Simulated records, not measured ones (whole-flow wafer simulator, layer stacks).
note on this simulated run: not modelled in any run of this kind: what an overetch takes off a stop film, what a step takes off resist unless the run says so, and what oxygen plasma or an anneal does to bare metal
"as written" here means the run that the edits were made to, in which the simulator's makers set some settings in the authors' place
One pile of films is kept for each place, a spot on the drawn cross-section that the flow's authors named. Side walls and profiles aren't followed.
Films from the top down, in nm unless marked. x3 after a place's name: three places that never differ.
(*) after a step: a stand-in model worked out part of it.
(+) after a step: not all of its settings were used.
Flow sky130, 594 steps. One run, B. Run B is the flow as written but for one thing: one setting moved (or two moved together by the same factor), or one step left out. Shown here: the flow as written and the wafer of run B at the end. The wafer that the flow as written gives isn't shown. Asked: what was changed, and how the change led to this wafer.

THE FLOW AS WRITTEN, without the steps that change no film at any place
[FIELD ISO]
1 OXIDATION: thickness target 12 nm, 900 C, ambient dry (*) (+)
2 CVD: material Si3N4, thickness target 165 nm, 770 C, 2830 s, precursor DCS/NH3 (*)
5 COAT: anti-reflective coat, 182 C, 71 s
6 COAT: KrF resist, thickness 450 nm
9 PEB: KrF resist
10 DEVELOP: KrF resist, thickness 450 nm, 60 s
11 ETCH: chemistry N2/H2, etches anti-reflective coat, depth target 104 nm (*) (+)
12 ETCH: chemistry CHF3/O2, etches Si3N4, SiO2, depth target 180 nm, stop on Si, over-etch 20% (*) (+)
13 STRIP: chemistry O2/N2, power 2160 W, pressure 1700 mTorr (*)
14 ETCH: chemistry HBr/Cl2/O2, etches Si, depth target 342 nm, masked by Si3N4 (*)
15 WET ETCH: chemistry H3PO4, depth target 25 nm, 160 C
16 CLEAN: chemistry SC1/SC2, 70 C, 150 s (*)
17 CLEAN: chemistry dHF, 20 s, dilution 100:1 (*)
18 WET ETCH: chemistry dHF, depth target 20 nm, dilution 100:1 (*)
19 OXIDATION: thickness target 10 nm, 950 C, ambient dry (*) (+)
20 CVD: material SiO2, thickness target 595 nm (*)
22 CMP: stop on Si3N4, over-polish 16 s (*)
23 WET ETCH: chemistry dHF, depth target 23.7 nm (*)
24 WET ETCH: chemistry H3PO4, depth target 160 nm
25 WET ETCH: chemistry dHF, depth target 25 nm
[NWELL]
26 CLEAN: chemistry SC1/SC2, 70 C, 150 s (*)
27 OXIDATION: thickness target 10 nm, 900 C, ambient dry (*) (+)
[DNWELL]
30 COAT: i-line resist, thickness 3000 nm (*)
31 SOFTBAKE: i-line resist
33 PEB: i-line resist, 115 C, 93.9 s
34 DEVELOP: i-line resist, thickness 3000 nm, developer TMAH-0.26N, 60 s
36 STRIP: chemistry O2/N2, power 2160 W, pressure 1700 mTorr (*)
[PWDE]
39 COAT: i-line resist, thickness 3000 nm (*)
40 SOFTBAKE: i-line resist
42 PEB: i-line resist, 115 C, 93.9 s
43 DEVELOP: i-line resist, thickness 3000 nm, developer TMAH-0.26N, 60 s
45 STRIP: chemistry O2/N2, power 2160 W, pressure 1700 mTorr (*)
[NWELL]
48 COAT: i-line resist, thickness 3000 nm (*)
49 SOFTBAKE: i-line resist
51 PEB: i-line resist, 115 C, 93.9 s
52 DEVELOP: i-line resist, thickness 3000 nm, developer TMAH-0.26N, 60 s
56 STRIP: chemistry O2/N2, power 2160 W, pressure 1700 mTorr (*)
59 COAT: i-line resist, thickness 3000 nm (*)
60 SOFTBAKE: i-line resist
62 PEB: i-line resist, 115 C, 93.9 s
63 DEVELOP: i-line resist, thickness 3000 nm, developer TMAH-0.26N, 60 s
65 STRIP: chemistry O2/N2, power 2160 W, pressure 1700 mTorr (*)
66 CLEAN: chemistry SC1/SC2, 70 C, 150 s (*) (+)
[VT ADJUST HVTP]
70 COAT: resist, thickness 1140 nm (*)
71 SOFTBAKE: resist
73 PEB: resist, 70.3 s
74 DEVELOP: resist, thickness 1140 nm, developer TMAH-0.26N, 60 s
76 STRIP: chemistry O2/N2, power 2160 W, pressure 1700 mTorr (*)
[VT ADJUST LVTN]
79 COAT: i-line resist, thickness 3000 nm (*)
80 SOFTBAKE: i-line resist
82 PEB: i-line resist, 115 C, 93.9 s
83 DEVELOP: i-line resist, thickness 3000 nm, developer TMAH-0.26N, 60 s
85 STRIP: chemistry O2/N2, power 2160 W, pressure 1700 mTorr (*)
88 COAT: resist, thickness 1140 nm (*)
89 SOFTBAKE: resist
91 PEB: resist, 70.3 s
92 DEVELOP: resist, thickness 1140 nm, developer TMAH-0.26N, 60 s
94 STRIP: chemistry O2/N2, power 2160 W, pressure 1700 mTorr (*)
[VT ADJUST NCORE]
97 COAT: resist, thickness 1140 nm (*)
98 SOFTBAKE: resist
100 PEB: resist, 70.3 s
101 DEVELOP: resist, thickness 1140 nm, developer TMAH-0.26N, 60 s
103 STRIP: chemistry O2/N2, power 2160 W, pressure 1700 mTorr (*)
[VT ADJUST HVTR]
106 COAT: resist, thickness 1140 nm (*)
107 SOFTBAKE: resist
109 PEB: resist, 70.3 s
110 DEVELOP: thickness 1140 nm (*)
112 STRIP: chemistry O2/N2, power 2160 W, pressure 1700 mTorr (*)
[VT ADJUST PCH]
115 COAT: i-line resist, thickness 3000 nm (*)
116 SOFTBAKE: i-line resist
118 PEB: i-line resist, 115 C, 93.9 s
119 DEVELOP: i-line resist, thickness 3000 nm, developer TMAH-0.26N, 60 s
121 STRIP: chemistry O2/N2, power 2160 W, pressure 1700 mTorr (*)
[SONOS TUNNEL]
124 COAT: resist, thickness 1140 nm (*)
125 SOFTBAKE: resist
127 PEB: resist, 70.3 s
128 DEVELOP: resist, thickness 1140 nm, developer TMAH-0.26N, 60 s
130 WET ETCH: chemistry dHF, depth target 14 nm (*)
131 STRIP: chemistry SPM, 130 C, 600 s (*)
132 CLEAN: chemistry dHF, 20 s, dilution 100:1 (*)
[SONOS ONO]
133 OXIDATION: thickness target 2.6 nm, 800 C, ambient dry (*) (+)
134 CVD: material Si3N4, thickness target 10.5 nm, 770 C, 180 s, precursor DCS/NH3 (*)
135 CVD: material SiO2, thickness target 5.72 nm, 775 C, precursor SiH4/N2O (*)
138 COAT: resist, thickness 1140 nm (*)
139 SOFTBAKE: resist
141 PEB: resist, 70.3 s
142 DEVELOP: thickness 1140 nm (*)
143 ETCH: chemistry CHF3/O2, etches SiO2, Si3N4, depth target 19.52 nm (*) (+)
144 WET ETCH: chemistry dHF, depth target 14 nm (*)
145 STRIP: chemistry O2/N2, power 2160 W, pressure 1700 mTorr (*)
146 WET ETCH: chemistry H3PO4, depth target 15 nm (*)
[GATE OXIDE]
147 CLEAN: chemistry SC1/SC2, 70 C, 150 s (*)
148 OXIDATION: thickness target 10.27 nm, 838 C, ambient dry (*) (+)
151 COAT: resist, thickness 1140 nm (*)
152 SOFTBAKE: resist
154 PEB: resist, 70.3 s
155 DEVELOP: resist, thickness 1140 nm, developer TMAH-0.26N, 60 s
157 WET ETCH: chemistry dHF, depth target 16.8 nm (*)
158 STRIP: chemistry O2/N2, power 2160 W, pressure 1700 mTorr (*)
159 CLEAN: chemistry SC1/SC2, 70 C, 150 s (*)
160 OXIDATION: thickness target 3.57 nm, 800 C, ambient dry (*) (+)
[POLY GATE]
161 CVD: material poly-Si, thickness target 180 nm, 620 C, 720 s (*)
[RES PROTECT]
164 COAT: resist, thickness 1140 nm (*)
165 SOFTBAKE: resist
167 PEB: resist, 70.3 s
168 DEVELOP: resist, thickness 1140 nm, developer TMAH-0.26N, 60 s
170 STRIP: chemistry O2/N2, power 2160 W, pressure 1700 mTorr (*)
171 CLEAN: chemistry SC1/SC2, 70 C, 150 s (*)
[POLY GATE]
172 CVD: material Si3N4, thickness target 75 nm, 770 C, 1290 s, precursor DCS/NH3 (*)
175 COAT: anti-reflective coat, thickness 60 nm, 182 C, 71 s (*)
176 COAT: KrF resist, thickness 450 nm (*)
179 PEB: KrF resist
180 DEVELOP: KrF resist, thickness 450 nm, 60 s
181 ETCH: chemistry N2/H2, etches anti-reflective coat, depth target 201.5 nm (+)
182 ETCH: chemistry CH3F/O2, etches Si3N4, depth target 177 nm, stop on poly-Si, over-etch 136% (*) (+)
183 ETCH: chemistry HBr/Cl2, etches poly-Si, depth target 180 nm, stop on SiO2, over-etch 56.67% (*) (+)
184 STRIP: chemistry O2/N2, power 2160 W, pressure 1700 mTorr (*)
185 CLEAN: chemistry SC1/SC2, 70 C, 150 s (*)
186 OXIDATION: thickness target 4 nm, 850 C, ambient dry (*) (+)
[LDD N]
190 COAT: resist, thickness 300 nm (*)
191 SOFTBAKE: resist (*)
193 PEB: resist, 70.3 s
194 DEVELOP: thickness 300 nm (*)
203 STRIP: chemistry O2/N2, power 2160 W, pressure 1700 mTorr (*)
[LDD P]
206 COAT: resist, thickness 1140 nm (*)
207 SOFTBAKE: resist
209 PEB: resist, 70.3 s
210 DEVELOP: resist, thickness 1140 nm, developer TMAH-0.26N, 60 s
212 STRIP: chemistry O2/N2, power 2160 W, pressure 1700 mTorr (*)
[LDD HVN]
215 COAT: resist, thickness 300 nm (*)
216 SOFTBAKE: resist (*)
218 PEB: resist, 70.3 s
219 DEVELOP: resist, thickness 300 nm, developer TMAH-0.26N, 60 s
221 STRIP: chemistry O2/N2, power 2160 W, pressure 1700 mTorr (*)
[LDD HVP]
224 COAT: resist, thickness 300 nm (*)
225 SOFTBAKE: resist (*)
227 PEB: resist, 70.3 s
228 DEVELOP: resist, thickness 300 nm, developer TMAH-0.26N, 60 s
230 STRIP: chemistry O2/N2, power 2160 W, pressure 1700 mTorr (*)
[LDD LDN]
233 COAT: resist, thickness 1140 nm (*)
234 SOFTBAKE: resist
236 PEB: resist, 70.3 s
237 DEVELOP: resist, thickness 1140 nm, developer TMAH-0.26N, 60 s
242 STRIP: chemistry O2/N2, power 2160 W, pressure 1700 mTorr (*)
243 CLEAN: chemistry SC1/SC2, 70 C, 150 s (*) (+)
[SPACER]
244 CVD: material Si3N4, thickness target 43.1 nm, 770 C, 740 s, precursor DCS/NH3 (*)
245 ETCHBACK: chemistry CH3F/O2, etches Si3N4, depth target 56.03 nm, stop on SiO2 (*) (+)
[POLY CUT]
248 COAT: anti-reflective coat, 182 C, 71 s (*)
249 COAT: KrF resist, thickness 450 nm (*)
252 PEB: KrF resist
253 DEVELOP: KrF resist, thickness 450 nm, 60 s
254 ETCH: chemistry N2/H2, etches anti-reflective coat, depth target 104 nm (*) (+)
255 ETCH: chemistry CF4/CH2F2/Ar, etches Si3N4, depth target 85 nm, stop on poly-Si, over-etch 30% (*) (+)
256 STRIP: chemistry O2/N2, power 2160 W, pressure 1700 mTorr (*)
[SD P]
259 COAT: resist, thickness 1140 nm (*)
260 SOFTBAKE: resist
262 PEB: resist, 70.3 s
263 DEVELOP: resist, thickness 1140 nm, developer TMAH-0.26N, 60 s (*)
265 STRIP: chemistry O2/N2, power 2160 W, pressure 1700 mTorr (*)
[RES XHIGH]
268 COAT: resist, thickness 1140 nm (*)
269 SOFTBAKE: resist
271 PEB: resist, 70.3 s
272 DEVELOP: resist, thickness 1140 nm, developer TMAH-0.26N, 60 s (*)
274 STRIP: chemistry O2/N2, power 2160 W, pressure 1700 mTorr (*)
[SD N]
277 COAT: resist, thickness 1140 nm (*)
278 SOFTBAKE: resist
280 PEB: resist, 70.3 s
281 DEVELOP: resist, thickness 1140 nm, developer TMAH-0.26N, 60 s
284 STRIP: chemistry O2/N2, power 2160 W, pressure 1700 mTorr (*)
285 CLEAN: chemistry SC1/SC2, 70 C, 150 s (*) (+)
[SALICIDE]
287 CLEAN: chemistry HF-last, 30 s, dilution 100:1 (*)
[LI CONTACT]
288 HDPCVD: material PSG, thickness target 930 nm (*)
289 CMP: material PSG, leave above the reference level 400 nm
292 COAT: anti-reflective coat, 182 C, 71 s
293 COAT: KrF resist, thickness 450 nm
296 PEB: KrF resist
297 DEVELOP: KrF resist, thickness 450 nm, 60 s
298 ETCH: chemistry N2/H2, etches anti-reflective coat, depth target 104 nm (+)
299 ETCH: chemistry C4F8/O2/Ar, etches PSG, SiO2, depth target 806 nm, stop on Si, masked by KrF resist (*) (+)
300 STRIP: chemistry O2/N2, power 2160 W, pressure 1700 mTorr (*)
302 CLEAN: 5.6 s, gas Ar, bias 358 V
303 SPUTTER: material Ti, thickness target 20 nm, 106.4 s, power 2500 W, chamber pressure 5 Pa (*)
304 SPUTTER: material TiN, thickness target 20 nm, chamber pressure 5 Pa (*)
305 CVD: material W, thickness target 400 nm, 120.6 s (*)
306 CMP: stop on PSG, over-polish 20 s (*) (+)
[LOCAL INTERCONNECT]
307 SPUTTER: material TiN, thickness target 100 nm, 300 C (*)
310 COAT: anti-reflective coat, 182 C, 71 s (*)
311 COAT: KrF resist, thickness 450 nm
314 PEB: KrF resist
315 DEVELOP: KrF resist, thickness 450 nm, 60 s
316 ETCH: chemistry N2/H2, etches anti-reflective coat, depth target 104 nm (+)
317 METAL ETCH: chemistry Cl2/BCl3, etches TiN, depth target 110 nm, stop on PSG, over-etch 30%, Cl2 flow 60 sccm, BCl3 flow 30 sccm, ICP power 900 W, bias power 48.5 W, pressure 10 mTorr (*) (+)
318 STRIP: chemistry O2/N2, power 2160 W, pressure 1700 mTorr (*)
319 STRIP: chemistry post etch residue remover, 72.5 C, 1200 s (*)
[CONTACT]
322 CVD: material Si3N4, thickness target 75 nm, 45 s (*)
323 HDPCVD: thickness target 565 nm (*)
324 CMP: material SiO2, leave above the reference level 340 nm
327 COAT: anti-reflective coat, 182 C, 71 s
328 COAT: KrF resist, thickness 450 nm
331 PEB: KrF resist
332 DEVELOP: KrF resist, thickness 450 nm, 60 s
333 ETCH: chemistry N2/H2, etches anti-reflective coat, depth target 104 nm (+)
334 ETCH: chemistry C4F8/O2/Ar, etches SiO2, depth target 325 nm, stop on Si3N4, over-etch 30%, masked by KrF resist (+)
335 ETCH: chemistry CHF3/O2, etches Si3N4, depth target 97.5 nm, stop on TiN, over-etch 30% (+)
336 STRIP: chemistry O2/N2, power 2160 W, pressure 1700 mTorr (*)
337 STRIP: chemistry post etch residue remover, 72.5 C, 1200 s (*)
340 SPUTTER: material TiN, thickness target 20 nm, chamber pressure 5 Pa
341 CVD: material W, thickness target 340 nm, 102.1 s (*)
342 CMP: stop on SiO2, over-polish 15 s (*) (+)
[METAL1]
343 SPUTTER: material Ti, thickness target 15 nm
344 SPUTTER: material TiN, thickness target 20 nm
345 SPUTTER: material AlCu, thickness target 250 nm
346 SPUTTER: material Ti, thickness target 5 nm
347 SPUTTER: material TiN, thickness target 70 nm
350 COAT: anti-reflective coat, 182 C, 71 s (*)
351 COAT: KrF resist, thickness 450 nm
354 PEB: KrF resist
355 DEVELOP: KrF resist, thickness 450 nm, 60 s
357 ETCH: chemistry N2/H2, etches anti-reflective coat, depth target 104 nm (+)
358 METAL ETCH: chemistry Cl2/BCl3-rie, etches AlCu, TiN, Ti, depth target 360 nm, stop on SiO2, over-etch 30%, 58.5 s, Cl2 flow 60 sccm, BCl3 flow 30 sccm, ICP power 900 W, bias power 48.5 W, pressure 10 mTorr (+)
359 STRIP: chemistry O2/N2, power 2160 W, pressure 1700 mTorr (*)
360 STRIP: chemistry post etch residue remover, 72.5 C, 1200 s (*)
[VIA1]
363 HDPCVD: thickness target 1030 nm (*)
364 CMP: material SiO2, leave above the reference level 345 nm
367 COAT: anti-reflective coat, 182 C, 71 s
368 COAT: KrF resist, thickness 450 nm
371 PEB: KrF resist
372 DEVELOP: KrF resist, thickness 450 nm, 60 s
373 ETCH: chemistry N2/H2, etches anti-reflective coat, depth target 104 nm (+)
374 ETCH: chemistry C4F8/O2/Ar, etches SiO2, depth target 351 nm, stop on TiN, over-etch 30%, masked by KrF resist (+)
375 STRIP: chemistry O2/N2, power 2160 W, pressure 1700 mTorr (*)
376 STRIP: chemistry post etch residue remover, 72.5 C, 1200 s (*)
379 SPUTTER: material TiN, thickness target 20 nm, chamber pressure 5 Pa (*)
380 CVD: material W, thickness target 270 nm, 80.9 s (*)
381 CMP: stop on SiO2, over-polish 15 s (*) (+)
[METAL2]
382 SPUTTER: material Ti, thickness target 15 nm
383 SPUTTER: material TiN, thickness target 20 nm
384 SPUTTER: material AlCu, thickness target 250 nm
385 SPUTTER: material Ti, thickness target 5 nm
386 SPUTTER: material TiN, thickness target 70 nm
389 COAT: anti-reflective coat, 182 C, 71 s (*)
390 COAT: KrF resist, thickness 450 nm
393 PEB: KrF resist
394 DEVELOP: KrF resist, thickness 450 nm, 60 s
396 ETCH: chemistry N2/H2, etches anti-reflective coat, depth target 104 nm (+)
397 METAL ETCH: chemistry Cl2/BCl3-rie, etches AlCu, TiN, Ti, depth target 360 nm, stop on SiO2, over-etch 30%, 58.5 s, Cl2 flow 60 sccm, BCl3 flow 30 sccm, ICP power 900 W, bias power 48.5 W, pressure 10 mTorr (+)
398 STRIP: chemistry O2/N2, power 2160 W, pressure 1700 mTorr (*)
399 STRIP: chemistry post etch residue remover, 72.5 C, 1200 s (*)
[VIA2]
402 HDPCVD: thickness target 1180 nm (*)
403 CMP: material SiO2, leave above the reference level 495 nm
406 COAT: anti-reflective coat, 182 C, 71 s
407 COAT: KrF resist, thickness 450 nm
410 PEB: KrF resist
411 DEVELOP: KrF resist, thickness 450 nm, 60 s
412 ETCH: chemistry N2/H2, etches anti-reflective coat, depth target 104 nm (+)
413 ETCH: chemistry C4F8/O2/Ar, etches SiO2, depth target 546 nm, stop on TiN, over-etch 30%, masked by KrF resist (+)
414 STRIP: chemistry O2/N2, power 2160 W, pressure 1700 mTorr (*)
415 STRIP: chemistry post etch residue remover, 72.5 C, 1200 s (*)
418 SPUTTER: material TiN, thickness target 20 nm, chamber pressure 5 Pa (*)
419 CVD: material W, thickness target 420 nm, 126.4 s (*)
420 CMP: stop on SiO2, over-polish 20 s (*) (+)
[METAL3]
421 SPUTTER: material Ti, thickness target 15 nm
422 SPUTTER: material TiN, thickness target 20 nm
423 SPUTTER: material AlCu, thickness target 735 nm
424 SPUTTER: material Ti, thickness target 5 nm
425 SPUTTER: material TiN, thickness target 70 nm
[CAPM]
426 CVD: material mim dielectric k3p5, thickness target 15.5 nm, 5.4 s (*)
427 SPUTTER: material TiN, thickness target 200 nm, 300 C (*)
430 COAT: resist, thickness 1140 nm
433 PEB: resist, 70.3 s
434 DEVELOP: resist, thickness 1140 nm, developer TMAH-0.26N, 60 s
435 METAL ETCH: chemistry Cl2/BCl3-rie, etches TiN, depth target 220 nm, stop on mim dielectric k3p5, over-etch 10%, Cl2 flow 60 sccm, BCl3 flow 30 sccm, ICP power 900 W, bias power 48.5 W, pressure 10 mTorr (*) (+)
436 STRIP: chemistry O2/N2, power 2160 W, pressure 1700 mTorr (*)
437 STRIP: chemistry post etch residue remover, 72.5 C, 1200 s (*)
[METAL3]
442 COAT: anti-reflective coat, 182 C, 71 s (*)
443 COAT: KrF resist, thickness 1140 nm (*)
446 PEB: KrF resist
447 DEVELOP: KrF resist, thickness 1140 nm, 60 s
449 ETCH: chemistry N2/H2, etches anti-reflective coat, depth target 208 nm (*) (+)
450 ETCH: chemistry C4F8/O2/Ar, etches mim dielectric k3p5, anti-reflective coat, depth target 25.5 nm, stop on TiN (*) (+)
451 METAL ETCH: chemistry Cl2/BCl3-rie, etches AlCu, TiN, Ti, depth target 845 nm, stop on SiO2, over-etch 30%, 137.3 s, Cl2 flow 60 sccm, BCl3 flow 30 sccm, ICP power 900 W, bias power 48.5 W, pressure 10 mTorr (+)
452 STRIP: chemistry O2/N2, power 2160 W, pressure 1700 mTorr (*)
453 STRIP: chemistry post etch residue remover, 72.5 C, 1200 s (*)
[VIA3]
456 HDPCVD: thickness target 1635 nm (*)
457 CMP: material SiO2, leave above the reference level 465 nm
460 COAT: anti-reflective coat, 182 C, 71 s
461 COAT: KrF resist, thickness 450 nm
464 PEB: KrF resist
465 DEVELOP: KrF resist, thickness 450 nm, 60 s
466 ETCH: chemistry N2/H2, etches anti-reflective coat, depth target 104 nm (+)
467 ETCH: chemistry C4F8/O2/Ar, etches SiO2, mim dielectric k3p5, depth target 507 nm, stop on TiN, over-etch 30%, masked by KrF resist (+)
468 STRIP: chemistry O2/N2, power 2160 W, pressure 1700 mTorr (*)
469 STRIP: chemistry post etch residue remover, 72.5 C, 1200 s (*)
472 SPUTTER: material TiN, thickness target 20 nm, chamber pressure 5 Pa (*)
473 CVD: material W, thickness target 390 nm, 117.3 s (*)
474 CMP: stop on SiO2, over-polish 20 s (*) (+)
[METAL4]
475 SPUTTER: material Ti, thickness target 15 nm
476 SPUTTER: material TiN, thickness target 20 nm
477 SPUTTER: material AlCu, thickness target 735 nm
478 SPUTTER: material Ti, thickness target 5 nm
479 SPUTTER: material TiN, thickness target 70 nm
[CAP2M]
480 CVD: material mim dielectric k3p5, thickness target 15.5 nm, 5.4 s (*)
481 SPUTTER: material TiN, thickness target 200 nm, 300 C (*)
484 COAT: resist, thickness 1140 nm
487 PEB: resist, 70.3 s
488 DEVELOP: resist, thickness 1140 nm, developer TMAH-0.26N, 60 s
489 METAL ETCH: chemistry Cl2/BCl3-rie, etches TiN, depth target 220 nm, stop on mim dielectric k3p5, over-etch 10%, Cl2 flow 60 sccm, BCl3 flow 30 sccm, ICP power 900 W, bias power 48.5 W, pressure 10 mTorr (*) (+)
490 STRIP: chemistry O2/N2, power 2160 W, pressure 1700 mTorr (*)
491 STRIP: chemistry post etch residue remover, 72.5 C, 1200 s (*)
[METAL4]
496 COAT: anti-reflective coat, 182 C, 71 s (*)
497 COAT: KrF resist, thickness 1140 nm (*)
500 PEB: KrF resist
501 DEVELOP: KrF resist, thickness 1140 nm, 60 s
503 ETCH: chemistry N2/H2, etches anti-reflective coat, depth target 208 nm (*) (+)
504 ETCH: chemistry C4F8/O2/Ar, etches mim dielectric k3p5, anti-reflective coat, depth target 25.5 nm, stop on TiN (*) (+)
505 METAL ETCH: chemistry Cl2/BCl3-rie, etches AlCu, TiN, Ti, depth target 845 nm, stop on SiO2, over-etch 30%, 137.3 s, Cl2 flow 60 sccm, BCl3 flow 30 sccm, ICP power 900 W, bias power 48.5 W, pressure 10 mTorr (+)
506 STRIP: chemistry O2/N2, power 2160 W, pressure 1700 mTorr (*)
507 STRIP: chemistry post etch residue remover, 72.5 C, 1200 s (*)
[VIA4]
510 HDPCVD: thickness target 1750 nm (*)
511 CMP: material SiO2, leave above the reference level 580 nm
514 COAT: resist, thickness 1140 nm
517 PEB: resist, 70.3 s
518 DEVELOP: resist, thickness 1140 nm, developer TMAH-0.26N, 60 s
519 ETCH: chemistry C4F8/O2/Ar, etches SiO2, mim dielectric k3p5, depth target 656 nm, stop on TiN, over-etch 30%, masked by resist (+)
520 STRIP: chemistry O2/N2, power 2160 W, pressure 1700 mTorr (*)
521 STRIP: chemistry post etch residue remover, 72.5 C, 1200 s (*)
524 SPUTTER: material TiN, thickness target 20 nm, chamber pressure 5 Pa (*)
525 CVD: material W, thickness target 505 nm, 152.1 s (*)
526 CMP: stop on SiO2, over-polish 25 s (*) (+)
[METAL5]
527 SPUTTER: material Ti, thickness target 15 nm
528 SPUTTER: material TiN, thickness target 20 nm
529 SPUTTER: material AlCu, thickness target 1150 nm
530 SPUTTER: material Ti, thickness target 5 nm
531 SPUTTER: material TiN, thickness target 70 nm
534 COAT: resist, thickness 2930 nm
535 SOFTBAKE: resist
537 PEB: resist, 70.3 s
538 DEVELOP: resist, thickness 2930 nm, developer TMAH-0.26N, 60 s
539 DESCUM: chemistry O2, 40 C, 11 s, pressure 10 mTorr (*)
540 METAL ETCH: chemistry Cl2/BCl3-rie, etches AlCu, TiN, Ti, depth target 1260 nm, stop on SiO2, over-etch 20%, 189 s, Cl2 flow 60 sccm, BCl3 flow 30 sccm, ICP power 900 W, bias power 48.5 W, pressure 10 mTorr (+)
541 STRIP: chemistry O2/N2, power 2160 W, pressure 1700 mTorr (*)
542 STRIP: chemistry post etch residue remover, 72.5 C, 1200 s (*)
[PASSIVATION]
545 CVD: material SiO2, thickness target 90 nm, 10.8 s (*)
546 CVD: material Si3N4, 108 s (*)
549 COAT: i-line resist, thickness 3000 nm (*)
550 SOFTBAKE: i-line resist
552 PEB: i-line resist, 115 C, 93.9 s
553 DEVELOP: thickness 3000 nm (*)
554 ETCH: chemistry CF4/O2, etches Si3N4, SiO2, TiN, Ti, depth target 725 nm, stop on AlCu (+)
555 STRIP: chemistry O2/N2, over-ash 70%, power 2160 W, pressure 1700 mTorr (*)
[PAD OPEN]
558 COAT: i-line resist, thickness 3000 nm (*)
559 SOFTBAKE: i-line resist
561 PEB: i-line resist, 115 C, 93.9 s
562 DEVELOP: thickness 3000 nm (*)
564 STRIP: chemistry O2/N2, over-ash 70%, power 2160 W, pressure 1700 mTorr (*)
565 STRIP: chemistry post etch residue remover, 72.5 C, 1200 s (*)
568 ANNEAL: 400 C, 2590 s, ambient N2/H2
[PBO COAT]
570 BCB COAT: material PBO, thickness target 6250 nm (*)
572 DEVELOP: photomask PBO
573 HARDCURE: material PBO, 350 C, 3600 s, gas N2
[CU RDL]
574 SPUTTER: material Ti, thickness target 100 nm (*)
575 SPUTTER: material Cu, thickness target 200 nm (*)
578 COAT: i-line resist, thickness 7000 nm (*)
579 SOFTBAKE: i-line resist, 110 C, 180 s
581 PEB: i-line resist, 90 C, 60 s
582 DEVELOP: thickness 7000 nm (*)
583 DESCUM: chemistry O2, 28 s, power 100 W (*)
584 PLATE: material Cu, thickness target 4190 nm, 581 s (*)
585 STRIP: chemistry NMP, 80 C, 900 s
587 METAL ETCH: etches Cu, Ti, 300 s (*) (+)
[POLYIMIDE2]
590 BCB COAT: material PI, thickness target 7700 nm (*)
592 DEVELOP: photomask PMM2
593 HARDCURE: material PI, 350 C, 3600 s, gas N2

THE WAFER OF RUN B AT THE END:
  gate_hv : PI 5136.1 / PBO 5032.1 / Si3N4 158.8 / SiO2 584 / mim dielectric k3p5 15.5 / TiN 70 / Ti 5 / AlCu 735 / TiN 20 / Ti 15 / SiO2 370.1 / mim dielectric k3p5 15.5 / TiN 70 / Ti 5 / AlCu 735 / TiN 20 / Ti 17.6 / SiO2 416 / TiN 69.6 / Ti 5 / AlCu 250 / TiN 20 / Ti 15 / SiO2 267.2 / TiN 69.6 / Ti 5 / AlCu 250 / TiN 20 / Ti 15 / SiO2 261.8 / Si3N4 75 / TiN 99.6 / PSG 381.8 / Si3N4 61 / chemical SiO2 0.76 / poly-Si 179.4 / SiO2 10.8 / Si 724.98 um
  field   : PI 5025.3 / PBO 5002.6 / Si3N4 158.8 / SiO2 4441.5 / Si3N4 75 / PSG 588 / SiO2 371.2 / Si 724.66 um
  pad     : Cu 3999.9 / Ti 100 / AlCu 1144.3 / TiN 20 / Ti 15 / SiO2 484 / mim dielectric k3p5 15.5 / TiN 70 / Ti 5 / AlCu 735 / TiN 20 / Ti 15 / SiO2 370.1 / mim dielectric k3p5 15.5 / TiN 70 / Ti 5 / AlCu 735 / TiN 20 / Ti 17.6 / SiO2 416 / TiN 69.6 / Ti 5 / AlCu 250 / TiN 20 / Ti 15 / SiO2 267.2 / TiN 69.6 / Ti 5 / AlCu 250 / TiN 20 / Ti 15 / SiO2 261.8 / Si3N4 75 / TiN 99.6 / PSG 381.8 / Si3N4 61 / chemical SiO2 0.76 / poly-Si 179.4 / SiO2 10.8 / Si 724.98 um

The cause: step 421, SPUTTER: thickness target 17.6 nm was run, where the flow has thickness target 15 nm.
It can be read off the wafer: gate_hv has Ti 17.6, and step 421 as written asks for 15 nm.

How the change led to this, step by step:
  421 SPUTTER: material Ti, thickness target 15 nm
      field, active, n_well and 188 more: Ti +17.6 (new film) (as written it would be: Ti +15 (new film))
  451 METAL ETCH: chemistry Cl2/BCl3-rie, etches AlCu, TiN, Ti, depth target 845 nm, stop on SiO2, over-etch 30%, 137.3 s, Cl2 flow 60 sccm, BCl3 flow 30 sccm, ICP power 900 W, bias power 48.5 W, pressure 10 mTorr (+)
      field, gate, spacer and 68 more: TiN -70 (all of it), Ti -5 (all of it), AlCu -735 (all of it), TiN -20 (all of it), Ti -17.6 (all of it), SiO2 -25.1 (as written it would be: TiN -70 (all of it), Ti -5 (all of it), AlCu -735 (all of it), TiN -20 (all of it), Ti -15 (all of it), SiO2 -25.4)
      active, vpp_ln, vpp_iso2 and 11 more: TiN -70 (all of it), Ti -5 (all of it), AlCu -735 (all of it), TiN -20 (all of it), Ti -17.6 (all of it), SiO2 -25.1 (as written it would be: TiN -70 (all of it), Ti -5 (all of it), AlCu -735 (all of it), TiN -20 (all of it), Ti -15 (all of it), SiO2 -25.3)
